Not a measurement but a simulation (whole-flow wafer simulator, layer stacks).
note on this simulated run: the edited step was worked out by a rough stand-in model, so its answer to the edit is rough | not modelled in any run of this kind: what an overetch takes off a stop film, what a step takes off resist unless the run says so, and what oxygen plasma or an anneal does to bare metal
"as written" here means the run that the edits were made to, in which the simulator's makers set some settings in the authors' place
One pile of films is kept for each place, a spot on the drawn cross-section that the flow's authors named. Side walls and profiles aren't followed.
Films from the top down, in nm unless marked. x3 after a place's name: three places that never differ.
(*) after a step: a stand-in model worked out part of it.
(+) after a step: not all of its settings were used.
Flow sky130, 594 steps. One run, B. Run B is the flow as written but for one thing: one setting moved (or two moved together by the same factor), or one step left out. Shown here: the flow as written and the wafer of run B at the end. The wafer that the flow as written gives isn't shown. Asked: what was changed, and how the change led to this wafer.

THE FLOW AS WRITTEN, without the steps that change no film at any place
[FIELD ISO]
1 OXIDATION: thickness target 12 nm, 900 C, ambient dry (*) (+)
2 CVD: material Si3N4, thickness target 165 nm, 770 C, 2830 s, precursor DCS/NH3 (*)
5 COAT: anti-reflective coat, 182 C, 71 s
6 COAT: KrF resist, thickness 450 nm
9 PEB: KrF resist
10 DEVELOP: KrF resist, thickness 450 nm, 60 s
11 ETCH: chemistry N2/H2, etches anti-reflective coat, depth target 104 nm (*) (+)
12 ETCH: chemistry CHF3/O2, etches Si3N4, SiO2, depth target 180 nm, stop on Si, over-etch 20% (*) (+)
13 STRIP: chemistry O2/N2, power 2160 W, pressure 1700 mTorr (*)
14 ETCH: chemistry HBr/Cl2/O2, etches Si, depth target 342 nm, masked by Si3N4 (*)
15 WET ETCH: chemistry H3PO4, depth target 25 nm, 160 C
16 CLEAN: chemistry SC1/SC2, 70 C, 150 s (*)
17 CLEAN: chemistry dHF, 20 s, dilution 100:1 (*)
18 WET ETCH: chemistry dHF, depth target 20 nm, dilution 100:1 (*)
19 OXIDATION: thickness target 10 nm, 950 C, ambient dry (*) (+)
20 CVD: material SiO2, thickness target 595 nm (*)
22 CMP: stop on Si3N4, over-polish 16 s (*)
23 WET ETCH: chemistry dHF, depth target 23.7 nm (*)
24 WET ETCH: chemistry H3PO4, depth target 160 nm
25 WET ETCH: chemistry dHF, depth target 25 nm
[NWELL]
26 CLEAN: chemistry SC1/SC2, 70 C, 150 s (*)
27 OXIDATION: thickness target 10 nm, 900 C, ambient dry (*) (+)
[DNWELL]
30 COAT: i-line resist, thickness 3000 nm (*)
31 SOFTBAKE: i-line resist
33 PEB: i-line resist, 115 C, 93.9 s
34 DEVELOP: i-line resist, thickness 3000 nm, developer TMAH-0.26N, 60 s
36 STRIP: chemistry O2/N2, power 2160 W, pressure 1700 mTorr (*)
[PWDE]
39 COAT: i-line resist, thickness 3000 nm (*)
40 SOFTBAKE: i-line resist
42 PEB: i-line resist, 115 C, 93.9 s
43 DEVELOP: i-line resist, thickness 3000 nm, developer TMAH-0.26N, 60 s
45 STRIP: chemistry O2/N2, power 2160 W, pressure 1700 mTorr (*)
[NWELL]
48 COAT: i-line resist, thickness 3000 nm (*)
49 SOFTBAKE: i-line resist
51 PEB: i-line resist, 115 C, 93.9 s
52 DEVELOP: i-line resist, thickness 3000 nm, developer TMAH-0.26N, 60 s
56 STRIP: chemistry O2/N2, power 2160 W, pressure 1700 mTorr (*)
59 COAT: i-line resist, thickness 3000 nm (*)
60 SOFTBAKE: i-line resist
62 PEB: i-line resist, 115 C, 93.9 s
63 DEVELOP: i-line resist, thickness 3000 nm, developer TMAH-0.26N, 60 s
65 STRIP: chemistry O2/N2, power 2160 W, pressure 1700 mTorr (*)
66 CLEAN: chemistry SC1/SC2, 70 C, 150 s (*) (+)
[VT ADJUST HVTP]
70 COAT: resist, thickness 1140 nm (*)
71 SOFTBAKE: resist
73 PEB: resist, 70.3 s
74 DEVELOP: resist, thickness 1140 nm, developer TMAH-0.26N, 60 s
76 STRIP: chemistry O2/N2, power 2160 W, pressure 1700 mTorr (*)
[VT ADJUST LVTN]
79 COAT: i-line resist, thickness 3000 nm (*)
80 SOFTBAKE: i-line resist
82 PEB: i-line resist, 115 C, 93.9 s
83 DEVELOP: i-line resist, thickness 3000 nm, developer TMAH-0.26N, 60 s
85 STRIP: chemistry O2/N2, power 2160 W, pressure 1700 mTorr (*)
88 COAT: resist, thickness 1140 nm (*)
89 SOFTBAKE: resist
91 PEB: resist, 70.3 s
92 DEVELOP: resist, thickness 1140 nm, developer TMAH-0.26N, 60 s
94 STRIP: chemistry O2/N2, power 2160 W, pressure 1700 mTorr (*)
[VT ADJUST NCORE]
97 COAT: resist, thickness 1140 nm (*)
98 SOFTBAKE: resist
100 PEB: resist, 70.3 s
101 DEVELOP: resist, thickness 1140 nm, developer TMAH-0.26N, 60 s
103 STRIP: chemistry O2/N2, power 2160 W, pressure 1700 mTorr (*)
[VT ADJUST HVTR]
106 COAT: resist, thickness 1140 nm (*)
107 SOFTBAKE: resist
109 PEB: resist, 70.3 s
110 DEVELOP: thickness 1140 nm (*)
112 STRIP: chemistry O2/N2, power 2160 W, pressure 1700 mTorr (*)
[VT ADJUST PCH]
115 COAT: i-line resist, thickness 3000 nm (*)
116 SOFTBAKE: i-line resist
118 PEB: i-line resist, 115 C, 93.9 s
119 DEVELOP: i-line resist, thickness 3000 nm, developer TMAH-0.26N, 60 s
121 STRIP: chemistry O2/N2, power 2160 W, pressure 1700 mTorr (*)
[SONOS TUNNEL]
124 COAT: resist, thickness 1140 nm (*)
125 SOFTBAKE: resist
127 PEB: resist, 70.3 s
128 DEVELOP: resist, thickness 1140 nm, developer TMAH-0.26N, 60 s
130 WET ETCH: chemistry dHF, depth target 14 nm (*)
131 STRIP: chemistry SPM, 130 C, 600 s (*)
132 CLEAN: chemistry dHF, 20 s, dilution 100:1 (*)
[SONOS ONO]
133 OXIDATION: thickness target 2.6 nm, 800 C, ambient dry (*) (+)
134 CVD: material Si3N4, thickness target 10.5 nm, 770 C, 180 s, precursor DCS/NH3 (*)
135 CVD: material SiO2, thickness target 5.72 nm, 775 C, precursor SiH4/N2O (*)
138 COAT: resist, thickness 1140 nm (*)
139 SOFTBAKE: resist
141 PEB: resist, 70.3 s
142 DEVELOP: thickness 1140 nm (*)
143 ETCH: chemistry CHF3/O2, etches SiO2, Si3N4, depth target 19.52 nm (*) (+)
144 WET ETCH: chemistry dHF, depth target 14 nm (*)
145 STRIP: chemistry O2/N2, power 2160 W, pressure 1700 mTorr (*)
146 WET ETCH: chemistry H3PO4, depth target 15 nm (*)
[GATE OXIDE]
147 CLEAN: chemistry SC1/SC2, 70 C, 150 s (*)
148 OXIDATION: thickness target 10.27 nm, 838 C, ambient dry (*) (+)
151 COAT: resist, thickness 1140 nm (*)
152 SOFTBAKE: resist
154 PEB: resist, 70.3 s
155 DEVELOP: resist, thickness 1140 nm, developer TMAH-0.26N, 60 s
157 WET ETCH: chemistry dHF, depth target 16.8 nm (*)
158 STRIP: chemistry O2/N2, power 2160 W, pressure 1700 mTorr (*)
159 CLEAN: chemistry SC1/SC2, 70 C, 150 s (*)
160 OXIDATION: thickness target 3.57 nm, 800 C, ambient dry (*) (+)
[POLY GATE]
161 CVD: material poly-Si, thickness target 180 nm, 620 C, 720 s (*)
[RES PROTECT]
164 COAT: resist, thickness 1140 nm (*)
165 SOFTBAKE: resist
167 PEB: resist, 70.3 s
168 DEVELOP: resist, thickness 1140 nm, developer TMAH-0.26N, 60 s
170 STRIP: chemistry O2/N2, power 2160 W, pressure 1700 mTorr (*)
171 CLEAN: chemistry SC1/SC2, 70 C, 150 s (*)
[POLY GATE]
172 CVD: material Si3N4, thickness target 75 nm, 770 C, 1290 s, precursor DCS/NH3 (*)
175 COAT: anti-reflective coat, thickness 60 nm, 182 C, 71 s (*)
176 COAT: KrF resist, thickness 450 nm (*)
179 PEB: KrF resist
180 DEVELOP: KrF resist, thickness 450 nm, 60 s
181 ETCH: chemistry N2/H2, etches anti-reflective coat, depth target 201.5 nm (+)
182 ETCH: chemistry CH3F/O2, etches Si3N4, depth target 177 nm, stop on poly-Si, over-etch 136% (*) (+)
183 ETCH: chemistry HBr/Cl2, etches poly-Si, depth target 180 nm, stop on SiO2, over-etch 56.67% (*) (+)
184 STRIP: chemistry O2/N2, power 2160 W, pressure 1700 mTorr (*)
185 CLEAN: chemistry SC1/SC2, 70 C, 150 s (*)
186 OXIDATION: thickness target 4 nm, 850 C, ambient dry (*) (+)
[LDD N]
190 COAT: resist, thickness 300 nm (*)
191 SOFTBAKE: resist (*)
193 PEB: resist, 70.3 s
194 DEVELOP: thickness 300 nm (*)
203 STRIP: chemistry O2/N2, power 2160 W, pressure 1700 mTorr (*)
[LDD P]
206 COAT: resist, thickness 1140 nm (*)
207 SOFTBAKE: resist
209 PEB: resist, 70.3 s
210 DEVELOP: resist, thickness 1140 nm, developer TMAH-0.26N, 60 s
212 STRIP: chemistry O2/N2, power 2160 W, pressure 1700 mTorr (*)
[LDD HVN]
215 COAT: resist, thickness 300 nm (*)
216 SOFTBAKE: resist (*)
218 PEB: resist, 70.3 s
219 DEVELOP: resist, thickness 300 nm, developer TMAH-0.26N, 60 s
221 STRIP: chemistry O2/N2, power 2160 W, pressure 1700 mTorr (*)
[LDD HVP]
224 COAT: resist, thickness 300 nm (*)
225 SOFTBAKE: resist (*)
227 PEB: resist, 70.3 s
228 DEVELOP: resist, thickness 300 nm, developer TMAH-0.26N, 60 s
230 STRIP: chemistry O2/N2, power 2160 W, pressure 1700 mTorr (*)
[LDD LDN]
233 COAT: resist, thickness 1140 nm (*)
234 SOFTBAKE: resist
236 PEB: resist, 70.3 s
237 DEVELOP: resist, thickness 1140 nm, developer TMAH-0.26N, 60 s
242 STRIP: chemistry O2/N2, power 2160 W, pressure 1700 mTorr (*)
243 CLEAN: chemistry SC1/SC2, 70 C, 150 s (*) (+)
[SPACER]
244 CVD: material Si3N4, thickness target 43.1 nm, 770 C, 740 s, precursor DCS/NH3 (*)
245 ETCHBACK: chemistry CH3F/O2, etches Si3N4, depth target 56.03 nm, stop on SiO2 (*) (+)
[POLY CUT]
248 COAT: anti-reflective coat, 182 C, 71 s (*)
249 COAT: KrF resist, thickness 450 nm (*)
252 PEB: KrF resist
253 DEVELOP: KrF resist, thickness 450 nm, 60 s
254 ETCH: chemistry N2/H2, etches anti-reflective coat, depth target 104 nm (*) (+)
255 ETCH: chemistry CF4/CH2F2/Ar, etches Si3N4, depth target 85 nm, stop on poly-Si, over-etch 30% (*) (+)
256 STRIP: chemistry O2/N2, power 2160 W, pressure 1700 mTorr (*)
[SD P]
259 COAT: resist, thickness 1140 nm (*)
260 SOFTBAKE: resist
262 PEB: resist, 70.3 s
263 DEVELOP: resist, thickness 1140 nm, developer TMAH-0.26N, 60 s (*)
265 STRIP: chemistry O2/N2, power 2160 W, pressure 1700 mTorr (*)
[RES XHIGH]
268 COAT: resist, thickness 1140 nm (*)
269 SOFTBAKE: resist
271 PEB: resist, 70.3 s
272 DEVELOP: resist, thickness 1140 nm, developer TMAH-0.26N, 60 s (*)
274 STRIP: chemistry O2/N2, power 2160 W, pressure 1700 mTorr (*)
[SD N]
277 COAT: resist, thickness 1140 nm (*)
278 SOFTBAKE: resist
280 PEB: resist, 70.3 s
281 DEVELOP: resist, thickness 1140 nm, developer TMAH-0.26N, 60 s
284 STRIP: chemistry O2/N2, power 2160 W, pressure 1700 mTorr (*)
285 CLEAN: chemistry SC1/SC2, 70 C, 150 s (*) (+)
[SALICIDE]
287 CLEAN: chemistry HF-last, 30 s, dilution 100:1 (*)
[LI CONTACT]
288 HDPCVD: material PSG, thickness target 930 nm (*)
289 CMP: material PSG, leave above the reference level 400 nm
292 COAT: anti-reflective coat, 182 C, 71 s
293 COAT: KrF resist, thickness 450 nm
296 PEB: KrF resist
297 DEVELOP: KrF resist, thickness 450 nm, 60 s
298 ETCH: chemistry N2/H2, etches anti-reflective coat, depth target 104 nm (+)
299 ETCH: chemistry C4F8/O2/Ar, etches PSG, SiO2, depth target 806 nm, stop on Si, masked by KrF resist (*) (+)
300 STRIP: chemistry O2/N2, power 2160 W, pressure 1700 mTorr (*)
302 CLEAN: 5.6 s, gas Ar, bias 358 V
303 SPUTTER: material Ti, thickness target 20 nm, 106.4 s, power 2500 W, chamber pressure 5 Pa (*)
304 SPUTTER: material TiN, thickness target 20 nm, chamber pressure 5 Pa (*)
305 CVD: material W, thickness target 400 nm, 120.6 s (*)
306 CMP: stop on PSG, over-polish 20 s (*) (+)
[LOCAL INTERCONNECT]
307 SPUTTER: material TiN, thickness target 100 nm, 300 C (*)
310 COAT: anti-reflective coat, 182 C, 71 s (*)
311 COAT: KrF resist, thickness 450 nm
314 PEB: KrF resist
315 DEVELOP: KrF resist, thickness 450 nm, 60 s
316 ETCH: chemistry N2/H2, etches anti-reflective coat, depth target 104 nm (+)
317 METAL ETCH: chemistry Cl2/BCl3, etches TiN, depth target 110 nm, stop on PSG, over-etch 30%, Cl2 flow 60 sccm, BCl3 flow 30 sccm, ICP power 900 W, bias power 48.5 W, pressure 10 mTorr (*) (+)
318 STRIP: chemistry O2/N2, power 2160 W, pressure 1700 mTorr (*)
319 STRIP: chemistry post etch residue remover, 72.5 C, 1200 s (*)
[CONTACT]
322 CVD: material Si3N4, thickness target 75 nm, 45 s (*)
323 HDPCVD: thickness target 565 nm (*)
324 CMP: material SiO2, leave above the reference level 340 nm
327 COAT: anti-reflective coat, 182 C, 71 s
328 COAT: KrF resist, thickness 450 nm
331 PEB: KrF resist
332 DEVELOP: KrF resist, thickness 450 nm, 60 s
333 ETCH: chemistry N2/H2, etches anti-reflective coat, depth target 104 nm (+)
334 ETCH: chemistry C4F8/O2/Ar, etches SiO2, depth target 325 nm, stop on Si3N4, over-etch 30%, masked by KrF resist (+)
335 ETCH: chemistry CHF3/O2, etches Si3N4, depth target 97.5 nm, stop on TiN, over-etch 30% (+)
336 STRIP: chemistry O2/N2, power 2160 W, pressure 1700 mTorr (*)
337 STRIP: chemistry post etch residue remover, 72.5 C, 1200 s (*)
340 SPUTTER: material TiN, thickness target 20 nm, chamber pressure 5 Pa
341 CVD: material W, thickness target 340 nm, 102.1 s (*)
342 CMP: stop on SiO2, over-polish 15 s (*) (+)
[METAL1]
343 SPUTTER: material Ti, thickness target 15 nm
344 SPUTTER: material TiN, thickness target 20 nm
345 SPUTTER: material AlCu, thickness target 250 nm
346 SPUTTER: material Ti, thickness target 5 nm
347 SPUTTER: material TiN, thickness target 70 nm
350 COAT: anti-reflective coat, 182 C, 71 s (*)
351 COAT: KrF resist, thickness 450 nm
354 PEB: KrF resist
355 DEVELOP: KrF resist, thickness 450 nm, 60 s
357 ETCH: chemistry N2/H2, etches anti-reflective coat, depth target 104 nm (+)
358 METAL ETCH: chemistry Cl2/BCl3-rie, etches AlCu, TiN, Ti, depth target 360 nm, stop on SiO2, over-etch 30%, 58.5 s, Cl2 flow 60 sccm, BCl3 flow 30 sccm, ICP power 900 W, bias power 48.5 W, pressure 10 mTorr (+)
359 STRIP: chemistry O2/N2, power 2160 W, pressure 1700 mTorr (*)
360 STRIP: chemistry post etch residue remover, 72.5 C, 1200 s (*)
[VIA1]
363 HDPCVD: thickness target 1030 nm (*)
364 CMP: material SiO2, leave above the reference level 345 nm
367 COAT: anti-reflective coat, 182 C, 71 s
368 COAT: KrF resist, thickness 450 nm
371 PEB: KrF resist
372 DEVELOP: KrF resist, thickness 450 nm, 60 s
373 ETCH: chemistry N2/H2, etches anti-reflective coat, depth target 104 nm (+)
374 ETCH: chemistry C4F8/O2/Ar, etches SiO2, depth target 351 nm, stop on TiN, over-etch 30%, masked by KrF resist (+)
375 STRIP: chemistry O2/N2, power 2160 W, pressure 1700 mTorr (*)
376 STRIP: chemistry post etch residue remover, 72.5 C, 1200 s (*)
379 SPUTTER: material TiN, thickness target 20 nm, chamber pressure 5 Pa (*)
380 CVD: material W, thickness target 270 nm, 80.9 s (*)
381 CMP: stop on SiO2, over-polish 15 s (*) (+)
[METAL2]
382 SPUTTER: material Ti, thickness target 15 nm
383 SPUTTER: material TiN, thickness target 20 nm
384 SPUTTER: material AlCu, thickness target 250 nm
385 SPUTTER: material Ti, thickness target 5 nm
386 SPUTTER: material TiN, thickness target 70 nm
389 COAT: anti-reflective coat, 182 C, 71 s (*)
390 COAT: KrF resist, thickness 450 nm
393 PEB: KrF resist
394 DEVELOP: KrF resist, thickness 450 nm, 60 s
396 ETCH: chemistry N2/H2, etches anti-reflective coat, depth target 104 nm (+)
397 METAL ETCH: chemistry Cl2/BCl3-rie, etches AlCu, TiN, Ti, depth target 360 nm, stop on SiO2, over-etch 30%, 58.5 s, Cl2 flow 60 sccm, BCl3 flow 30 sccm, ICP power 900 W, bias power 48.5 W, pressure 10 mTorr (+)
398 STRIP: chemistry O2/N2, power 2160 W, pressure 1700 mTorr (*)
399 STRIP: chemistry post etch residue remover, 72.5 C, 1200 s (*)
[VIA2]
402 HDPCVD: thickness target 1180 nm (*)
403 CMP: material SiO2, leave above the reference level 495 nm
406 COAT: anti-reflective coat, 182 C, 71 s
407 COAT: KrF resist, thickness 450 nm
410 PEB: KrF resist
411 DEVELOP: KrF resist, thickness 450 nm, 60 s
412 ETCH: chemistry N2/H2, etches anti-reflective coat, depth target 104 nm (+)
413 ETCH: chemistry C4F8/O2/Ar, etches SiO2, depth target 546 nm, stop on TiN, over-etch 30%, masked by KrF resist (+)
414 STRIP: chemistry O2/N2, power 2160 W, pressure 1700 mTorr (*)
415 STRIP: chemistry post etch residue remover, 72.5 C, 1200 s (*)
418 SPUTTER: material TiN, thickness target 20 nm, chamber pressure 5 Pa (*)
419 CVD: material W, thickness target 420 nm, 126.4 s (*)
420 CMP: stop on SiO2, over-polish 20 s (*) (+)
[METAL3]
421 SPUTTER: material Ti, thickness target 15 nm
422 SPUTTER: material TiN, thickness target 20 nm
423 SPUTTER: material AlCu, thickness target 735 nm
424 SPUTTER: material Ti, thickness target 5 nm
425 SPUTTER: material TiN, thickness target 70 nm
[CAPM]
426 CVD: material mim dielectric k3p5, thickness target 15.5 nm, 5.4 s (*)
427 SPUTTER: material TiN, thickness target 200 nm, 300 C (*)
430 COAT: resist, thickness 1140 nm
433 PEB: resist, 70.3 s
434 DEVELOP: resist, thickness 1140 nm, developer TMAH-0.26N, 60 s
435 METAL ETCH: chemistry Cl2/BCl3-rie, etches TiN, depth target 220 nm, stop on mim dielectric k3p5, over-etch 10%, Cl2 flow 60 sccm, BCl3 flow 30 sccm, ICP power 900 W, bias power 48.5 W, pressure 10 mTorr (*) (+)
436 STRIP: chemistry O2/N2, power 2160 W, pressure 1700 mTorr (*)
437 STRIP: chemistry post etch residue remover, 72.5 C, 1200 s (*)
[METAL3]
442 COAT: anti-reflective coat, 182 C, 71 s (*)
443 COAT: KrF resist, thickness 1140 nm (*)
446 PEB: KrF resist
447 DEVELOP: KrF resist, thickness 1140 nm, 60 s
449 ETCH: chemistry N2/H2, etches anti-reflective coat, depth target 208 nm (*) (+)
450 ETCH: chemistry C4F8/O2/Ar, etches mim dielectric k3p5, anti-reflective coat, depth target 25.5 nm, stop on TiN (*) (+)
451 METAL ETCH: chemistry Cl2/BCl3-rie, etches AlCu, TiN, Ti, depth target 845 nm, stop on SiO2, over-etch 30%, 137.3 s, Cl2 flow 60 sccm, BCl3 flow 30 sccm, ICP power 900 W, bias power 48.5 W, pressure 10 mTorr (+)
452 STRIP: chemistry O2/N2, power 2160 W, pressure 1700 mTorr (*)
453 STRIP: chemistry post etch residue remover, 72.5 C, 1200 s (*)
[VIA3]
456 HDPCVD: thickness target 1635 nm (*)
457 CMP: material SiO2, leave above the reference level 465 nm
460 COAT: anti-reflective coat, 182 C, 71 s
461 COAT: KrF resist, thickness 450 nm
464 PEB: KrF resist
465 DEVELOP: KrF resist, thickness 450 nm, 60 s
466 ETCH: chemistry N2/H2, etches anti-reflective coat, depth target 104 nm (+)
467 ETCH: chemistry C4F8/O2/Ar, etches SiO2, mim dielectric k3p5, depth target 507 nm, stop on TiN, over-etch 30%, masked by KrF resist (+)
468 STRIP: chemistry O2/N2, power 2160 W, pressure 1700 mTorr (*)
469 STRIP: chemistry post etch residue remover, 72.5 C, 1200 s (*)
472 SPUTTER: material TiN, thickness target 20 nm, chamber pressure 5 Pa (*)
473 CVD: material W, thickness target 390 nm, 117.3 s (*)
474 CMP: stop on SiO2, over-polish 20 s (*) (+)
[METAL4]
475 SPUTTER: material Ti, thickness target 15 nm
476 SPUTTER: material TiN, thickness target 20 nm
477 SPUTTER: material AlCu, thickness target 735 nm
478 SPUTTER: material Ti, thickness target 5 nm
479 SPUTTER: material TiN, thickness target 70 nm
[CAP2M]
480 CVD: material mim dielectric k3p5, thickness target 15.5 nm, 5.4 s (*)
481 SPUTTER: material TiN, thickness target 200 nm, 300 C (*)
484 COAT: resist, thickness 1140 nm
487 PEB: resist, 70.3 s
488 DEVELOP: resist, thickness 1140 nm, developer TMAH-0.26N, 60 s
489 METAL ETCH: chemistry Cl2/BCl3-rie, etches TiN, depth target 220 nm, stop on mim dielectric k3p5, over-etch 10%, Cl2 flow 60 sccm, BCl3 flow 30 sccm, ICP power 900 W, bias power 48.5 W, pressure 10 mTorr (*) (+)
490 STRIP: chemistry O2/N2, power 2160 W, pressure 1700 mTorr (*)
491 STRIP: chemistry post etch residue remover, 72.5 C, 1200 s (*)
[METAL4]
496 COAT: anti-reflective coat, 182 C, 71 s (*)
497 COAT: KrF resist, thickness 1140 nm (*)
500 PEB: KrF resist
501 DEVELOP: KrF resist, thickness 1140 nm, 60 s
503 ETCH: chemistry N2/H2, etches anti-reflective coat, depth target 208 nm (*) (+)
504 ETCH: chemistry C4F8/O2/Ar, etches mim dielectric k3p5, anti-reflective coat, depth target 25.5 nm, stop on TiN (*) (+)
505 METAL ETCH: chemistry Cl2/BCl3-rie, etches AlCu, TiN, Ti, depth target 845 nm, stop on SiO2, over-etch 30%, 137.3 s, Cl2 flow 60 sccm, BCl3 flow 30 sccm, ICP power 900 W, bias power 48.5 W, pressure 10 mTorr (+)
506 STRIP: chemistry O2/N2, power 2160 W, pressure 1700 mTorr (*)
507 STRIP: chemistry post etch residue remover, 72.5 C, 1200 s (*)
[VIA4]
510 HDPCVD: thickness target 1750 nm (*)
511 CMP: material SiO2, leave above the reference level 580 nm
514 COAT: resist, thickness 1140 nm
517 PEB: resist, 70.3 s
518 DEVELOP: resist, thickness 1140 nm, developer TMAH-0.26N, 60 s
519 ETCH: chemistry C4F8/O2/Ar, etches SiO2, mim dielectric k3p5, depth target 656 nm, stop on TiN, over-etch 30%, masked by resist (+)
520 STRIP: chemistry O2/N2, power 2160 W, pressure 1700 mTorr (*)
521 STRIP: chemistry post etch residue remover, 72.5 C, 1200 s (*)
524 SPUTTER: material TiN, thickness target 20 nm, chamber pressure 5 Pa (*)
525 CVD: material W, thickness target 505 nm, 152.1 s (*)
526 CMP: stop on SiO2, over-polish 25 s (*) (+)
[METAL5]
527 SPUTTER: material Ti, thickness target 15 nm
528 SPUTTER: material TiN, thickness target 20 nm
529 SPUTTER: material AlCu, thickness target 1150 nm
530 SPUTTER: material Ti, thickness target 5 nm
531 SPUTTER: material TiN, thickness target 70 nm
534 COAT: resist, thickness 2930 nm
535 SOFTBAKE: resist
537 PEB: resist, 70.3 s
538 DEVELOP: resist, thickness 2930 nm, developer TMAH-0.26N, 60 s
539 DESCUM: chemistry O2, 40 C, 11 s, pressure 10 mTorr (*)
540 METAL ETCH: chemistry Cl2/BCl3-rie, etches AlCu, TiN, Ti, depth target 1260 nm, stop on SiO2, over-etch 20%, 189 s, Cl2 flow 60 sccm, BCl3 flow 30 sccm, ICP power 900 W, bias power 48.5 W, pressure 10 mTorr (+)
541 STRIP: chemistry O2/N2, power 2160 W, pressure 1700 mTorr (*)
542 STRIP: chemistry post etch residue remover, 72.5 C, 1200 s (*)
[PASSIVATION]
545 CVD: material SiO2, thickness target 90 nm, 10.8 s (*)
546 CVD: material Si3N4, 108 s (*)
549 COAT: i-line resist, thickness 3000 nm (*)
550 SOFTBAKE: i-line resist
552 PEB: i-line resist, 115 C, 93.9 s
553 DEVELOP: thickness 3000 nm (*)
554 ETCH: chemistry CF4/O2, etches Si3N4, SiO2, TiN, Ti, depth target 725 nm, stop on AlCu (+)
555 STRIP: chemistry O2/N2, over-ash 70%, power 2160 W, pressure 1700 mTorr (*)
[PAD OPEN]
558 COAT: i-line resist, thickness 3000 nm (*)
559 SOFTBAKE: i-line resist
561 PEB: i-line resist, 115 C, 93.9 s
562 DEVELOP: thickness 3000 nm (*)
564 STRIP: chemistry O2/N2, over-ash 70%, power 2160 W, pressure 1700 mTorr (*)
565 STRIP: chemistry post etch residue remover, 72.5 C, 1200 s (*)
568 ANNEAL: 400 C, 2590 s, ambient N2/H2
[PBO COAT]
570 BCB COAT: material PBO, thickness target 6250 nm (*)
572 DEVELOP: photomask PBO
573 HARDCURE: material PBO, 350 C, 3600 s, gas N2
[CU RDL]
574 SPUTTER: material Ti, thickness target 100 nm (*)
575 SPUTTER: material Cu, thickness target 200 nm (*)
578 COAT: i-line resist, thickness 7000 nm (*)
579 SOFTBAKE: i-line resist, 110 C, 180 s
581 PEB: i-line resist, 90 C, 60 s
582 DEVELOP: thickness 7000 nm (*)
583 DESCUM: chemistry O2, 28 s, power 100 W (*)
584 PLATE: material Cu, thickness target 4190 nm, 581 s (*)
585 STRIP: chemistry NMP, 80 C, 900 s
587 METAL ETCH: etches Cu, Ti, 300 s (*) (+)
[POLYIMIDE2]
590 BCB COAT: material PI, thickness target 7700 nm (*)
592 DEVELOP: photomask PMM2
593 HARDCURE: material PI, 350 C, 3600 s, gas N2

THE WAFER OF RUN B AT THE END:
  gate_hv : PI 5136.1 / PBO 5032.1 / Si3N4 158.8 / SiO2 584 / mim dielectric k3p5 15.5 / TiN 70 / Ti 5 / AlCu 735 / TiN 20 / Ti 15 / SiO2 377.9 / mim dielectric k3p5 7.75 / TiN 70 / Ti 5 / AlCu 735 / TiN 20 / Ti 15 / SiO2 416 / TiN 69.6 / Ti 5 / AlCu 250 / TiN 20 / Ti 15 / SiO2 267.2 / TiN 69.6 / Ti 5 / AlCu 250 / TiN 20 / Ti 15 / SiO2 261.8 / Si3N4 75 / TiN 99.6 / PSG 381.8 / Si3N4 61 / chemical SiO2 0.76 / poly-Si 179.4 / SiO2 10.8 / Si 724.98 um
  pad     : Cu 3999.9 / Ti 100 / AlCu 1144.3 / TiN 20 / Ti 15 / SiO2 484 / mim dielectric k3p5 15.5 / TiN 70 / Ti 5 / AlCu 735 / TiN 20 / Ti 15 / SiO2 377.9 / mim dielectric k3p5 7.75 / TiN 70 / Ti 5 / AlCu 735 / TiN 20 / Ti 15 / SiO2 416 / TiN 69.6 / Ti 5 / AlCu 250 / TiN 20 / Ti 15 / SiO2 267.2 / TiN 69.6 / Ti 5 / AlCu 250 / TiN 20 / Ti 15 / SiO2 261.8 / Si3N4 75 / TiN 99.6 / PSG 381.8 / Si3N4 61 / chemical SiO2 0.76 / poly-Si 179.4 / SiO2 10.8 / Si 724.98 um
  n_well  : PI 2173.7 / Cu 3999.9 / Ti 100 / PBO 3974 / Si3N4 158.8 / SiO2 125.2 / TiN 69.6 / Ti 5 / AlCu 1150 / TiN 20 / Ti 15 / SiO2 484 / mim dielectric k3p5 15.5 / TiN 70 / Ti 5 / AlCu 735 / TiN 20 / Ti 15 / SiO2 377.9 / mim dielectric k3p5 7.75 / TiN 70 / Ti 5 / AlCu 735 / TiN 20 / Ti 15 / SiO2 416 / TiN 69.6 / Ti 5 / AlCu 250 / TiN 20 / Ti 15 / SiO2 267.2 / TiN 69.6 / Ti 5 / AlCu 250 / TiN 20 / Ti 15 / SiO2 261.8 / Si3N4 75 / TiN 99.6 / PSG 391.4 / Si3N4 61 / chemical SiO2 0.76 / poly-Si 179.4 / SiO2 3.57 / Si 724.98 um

The cause: step 426, CVD: thickness target 7.75 nm was run, where the flow has thickness target 15.5 nm; step 426, CVD: 2.7 s was run, where the flow has 5.4 s.
It can be read off the wafer: gate_hv has mim dielectric k3p5 7.75, and step 426 as written asks for 15.5 nm.

How the change led to this, step by step:
  426 CVD: material mim dielectric k3p5, thickness target 15.5 nm, 5.4 s (*)
      field, active, n_well and 188 more: mim dielectric k3p5 +7.75 (new film) (as written it would be: mim dielectric k3p5 +15.5 (new film))
  450 ETCH: chemistry C4F8/O2/Ar, etches mim dielectric k3p5, anti-reflective coat, depth target 25.5 nm, stop on TiN (*) (+)
      n_well, p_well, gate_hv and 104 more: KrF resist -7.75 (as written it would be: KrF resist -15.5)
      field, active, gate and 82 more: mim dielectric k3p5 -7.75 (all of it) (as written it would be: mim dielectric k3p5 -15.5 (all of it))
  452 STRIP: chemistry O2/N2, power 2160 W, pressure 1700 mTorr (*)
      mim_edge_plate_strap, mim_edge_plate: KrF resist -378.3 (all of it), anti-reflective coat -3 (all of it) (as written it would be: KrF resist -370.5 (all of it), anti-reflective coat -3 (all of it))
  467 ETCH: chemistry C4F8/O2/Ar, etches SiO2, mim dielectric k3p5, depth target 507 nm, stop on TiN, over-etch 30%, masked by KrF resist (+)
      m1: SiO2 -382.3 (all of it), mim dielectric k3p5 -7.75 (all of it) (as written it would be: SiO2 -374.5 (all of it), mim dielectric k3p5 -15.5 (all of it))
      via3_hole: SiO2 -381.6 (all of it), mim dielectric k3p5 -7.75 (all of it) (as written it would be: SiO2 -373.9 (all of it), mim dielectric k3p5 -15.5 (all of it))
